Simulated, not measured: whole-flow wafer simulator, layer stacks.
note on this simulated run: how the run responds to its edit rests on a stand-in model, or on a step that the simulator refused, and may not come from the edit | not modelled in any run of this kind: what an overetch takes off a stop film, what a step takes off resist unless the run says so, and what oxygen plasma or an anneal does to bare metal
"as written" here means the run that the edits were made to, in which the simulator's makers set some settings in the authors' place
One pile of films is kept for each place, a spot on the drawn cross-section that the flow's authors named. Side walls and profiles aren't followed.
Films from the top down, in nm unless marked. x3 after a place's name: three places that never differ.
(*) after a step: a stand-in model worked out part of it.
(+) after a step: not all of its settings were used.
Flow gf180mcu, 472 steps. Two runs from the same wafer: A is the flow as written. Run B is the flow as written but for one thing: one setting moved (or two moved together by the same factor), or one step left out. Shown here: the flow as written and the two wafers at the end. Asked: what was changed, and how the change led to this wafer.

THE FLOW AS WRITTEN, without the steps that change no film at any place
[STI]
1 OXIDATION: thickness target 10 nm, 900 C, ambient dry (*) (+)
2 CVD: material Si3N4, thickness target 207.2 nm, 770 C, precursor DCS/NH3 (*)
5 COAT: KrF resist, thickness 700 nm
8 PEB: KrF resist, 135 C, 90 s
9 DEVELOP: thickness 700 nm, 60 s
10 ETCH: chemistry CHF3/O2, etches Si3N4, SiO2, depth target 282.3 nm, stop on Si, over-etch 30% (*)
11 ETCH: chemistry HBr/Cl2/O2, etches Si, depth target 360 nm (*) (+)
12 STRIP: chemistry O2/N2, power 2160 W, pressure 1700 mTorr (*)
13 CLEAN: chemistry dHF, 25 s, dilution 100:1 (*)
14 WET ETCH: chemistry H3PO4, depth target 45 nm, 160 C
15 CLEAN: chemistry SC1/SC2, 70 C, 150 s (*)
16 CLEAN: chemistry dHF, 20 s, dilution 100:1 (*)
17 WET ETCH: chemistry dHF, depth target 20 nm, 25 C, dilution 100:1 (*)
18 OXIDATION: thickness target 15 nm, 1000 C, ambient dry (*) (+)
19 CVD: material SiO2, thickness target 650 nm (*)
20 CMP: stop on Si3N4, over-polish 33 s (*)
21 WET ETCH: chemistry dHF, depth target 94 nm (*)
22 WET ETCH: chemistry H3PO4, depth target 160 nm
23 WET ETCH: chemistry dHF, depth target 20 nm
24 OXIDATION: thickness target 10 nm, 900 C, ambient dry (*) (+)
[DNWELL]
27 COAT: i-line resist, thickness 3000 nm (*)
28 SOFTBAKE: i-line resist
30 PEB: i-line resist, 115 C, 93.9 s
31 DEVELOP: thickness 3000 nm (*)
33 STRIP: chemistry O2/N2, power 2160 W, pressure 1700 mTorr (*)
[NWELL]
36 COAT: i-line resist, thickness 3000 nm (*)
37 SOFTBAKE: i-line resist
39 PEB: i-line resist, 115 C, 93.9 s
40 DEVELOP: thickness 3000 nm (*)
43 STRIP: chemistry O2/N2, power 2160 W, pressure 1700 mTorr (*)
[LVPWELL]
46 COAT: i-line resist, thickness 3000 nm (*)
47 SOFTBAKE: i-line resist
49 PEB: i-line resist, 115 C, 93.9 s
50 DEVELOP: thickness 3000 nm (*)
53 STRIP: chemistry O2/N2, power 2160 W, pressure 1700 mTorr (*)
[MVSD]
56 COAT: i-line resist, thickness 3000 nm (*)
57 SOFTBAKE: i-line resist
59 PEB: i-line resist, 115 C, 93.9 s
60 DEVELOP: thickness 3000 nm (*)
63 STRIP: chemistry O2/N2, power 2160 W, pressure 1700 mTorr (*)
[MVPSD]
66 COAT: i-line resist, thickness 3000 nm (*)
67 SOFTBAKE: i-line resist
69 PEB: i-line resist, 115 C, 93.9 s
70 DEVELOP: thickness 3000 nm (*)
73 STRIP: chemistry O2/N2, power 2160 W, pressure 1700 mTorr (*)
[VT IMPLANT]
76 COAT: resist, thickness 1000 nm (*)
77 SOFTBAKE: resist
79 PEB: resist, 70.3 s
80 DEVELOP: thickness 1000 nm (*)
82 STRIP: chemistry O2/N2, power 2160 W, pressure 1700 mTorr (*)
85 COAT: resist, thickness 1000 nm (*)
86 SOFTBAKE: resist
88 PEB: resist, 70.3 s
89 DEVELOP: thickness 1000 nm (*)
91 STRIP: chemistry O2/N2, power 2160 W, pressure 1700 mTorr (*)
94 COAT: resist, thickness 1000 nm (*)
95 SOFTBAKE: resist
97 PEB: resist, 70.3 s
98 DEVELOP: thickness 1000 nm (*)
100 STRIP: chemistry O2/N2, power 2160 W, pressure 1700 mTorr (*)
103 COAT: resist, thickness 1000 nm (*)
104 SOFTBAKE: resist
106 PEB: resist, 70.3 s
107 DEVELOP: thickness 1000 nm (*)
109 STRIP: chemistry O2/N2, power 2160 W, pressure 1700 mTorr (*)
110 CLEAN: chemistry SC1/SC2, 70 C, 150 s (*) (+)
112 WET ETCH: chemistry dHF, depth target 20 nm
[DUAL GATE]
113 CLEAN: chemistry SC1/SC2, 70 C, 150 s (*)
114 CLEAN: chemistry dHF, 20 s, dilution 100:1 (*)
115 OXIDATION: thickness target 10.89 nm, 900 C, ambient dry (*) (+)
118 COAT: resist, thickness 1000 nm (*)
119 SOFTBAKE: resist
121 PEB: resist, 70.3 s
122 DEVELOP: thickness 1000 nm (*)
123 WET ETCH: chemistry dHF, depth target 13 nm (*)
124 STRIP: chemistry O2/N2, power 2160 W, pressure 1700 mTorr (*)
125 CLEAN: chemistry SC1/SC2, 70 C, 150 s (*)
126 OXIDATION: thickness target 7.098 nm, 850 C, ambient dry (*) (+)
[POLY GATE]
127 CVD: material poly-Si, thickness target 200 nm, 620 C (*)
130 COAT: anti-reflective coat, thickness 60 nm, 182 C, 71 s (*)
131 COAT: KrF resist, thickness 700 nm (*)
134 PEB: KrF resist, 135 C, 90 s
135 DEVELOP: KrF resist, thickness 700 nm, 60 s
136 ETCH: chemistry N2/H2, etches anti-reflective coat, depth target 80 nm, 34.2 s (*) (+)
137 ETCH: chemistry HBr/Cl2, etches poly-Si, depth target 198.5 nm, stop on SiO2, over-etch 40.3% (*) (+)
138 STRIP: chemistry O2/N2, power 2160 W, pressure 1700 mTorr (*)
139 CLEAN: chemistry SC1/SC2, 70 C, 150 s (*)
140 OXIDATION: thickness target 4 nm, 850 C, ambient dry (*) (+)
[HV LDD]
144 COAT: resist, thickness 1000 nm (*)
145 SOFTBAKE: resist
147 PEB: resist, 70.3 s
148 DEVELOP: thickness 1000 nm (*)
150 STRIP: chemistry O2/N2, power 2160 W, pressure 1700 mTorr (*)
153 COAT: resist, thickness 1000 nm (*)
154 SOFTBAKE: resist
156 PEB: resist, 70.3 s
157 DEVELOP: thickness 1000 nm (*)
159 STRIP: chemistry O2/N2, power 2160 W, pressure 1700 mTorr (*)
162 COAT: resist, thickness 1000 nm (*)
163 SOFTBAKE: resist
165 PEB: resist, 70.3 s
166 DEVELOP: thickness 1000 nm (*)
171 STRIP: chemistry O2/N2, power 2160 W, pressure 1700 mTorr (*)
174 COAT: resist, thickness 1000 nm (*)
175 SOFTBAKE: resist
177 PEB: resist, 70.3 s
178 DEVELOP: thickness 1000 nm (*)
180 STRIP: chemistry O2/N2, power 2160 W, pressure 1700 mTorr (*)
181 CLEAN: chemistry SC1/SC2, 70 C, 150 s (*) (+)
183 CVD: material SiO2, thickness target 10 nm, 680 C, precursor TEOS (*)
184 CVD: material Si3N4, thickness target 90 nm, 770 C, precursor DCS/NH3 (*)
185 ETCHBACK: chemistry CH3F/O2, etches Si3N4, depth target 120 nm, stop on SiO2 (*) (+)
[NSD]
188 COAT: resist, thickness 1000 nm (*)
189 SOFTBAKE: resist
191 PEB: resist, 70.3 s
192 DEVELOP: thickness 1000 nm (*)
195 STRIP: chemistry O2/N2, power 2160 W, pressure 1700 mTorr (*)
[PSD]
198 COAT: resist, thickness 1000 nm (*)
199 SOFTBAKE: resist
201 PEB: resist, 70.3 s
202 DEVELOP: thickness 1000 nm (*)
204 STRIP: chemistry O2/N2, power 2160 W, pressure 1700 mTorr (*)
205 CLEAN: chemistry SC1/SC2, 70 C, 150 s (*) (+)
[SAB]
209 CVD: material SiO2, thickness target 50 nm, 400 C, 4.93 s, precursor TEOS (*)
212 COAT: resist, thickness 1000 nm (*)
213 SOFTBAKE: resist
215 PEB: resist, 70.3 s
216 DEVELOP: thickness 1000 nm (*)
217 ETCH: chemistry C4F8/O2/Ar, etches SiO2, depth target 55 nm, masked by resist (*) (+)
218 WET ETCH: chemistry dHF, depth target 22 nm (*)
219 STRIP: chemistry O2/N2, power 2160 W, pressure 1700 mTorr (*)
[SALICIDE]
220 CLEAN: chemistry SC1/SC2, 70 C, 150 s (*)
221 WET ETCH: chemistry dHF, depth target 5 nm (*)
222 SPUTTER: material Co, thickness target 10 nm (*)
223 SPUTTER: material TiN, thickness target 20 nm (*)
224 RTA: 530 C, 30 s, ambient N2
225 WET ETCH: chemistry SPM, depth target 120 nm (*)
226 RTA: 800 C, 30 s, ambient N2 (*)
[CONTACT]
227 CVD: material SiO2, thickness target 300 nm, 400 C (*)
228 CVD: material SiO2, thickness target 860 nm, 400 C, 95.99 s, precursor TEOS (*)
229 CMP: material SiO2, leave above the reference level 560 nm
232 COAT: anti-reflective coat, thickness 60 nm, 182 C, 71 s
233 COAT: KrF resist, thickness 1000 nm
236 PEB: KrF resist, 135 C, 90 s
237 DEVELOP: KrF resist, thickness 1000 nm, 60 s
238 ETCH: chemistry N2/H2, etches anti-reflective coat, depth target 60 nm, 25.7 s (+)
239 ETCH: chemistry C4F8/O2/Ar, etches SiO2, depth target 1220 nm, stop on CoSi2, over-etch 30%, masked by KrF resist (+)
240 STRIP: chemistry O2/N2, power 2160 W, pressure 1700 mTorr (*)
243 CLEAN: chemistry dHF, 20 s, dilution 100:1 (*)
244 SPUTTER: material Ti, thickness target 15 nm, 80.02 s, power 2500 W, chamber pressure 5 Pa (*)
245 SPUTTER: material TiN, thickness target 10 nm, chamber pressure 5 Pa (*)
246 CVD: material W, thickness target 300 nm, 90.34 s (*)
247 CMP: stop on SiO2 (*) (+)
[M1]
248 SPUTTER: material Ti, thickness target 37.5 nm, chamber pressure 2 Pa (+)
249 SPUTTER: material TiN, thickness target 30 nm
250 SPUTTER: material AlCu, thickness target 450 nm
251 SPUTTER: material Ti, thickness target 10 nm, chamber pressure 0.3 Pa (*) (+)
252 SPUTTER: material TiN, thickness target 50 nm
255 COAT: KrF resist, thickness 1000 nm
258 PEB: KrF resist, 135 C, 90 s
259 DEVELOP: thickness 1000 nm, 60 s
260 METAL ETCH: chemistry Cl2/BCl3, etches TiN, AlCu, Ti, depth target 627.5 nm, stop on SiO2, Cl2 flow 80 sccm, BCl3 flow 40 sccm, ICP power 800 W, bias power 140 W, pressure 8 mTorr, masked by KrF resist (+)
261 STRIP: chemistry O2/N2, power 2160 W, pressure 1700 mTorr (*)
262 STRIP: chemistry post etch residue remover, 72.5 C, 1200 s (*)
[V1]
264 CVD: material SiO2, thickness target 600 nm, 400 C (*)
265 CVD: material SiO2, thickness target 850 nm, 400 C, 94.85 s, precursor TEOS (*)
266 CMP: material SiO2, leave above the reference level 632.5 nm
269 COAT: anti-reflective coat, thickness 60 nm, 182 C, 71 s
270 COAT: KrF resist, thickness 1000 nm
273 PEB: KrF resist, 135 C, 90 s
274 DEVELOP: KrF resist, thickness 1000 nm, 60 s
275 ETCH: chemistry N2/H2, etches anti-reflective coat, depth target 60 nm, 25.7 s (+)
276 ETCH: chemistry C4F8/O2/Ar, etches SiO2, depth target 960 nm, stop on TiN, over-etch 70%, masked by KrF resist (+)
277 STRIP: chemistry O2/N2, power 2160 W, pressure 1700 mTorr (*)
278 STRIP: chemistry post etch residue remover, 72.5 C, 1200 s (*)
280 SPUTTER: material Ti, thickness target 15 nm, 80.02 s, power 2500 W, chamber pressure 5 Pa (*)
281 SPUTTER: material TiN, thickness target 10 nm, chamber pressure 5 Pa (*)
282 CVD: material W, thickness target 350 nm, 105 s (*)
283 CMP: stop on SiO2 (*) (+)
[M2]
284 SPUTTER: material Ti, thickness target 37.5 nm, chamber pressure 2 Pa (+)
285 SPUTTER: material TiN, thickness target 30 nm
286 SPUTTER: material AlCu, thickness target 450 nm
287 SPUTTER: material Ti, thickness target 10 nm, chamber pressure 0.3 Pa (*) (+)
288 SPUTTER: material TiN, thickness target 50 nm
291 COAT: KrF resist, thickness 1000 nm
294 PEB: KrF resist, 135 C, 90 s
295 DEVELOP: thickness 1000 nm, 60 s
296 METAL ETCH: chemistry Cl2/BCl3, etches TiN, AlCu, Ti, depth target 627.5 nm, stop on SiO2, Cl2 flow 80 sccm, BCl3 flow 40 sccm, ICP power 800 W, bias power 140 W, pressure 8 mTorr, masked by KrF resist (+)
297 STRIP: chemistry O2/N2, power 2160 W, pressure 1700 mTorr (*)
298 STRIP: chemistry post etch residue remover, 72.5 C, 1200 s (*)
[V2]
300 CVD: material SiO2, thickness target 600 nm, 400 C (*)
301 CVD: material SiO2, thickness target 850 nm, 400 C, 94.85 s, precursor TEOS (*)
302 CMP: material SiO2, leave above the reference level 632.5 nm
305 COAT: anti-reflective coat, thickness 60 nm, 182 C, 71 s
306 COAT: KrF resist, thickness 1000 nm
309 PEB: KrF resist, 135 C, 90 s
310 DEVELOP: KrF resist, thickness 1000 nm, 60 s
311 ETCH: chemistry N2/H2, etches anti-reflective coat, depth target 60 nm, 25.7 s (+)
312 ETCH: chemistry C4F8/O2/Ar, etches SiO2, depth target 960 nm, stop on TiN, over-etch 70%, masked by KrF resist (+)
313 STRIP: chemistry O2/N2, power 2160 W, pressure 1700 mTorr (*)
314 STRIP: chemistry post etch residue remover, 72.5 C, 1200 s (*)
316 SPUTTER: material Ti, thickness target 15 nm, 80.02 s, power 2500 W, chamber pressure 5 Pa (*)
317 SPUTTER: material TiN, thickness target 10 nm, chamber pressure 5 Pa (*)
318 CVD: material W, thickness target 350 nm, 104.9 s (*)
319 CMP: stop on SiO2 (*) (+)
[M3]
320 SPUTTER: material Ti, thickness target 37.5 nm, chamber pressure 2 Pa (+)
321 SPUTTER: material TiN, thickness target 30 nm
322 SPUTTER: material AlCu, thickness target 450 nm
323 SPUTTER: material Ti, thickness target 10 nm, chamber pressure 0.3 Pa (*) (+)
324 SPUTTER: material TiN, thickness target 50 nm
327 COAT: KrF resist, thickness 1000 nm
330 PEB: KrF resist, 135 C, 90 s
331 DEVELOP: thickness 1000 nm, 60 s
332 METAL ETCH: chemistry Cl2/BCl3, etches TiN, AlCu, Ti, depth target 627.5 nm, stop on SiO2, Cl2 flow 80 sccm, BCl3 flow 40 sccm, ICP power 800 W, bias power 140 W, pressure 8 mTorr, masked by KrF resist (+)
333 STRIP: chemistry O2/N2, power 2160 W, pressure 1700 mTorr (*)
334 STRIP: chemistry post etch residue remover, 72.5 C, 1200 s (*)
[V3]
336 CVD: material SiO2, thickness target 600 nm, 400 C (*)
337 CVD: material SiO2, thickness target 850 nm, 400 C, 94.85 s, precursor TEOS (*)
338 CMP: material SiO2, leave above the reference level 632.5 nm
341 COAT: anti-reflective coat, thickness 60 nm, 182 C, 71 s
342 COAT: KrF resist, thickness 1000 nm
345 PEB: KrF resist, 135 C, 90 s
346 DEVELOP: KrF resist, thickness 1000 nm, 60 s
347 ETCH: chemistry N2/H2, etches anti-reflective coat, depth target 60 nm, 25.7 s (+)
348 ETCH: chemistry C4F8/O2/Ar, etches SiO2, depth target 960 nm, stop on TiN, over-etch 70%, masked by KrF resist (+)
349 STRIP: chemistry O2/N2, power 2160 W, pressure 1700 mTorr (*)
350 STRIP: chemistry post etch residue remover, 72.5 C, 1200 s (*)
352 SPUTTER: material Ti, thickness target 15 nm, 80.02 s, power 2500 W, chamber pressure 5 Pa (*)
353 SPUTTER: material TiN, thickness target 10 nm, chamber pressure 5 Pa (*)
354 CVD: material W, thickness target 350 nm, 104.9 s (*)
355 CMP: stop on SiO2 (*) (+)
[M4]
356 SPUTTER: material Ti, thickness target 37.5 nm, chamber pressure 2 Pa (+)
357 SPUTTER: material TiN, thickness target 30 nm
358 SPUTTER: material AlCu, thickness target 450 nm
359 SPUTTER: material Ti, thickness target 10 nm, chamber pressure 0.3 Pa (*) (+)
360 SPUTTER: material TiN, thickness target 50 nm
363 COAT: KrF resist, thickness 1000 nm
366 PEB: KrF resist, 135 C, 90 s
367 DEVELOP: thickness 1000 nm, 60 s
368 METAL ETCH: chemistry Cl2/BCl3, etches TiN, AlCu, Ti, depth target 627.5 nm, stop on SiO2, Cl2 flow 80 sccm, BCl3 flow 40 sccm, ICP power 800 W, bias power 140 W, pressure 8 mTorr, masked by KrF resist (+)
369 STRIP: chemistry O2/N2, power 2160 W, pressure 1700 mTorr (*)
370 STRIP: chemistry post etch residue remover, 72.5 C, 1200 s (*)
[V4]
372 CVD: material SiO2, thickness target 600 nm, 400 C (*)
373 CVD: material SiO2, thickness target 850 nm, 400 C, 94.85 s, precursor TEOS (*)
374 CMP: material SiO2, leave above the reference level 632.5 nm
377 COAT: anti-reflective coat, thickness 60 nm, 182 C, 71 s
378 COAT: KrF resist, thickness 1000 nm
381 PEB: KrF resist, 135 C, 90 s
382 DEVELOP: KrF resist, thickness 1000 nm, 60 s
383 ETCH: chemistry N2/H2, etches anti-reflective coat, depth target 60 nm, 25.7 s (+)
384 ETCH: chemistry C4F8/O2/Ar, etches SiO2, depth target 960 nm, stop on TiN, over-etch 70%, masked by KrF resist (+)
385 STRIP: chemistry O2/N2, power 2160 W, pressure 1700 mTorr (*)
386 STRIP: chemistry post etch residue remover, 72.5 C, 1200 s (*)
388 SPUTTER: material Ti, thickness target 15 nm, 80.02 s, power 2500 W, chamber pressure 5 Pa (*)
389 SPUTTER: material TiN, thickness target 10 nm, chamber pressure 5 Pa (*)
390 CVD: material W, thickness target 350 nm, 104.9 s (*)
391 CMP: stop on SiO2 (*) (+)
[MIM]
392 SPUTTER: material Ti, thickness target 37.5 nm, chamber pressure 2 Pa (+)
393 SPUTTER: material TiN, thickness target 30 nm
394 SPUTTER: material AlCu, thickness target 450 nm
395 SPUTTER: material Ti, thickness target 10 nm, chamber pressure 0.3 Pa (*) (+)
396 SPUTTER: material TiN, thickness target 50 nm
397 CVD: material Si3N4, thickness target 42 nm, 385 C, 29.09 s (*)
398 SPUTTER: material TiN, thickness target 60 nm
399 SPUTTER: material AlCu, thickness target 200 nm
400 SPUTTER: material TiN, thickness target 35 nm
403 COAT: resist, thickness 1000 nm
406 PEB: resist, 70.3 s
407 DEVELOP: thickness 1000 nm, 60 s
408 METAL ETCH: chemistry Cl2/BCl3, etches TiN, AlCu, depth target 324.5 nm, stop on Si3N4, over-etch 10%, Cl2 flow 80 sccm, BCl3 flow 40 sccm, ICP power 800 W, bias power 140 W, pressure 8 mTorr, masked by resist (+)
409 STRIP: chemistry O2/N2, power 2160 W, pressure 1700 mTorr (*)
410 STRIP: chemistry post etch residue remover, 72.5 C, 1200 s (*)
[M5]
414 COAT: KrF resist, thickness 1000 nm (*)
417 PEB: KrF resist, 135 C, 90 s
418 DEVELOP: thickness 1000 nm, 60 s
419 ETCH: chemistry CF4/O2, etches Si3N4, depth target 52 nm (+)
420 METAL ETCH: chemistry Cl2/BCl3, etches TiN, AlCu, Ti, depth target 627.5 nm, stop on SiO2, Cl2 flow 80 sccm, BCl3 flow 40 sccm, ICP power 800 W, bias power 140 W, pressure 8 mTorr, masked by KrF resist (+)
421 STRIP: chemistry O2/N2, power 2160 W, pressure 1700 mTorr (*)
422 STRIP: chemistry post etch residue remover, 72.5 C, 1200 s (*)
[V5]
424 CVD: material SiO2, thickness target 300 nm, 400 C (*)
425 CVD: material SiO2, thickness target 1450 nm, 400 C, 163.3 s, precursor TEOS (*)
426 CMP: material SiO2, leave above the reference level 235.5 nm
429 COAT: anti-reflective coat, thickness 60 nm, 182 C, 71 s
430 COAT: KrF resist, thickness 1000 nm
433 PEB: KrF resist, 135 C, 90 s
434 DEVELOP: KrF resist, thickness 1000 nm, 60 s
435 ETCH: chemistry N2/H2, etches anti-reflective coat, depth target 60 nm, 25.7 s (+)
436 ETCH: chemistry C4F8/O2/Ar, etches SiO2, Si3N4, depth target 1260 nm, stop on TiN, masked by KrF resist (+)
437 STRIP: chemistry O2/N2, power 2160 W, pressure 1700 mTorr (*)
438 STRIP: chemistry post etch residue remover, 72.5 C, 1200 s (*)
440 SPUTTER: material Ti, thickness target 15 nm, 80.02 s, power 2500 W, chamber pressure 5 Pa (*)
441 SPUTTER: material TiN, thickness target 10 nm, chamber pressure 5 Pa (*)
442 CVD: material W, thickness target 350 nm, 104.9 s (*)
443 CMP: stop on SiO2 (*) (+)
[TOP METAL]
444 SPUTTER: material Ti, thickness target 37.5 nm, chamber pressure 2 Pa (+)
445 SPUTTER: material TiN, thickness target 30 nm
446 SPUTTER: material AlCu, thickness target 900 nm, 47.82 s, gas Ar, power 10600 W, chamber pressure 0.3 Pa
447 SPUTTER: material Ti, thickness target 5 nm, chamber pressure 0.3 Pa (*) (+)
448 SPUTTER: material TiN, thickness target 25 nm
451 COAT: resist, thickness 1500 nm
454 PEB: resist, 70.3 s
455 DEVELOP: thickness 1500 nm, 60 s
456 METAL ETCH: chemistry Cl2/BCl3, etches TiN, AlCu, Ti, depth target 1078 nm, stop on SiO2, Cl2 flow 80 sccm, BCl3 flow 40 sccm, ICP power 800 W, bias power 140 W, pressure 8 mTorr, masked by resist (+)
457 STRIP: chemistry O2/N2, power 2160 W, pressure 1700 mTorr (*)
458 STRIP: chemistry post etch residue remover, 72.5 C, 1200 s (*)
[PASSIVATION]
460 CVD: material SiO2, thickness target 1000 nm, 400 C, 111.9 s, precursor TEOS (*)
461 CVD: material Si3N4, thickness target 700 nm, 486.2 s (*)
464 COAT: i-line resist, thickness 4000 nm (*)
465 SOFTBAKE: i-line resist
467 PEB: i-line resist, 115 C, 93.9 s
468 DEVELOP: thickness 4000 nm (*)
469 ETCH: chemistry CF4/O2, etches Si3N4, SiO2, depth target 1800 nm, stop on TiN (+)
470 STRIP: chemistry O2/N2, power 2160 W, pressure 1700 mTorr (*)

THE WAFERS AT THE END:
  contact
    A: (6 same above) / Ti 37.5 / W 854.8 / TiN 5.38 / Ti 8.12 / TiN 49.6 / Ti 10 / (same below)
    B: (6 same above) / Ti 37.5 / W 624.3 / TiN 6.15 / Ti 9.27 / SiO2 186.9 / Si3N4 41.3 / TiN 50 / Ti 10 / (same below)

The cause: step 436, ETCH: depth target 643 nm was run, where the flow has depth target 1260 nm.

How the change led to this, step by step:
  436 ETCH: chemistry C4F8/O2/Ar, etches SiO2, Si3N4, depth target 1260 nm, stop on TiN, masked by KrF resist (+)
      contact: A SiO2 -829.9 (all of it), Si3N4 -41.3 (all of it) | B SiO2 -643
      field, field__w1, field__w2 and 108 more: A KrF resist -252 | B KrF resist -128.6
  437 STRIP: chemistry O2/N2, power 2160 W, pressure 1700 mTorr (*)
      field, field__w1, field__w2 and 108 more: A KrF resist -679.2 (all of it), anti-reflective coat -60 (all of it) | B KrF resist -802.6 (all of it), anti-reflective coat -60 (all of it)
  440 SPUTTER: material Ti, thickness target 15 nm, 80.02 s, power 2500 W, chamber pressure 5 Pa (*)
      contact: A Ti +8.12 (new film) | B Ti +9.27 (new film)
  441 SPUTTER: material TiN, thickness target 10 nm, chamber pressure 5 Pa (*)
      contact: A TiN +5.38 (new film) | B TiN +6.15 (new film)
  442 CVD: material W, thickness target 350 nm, 104.9 s (*)
      contact: A W +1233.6 (new film) | B W +1003 (new film)
Counting metal films that touch as one body, contact has 2 bodies (between them, from the top down: SiO2 186.9 / Si3N4 41.3); the flow as written gives 1 body.
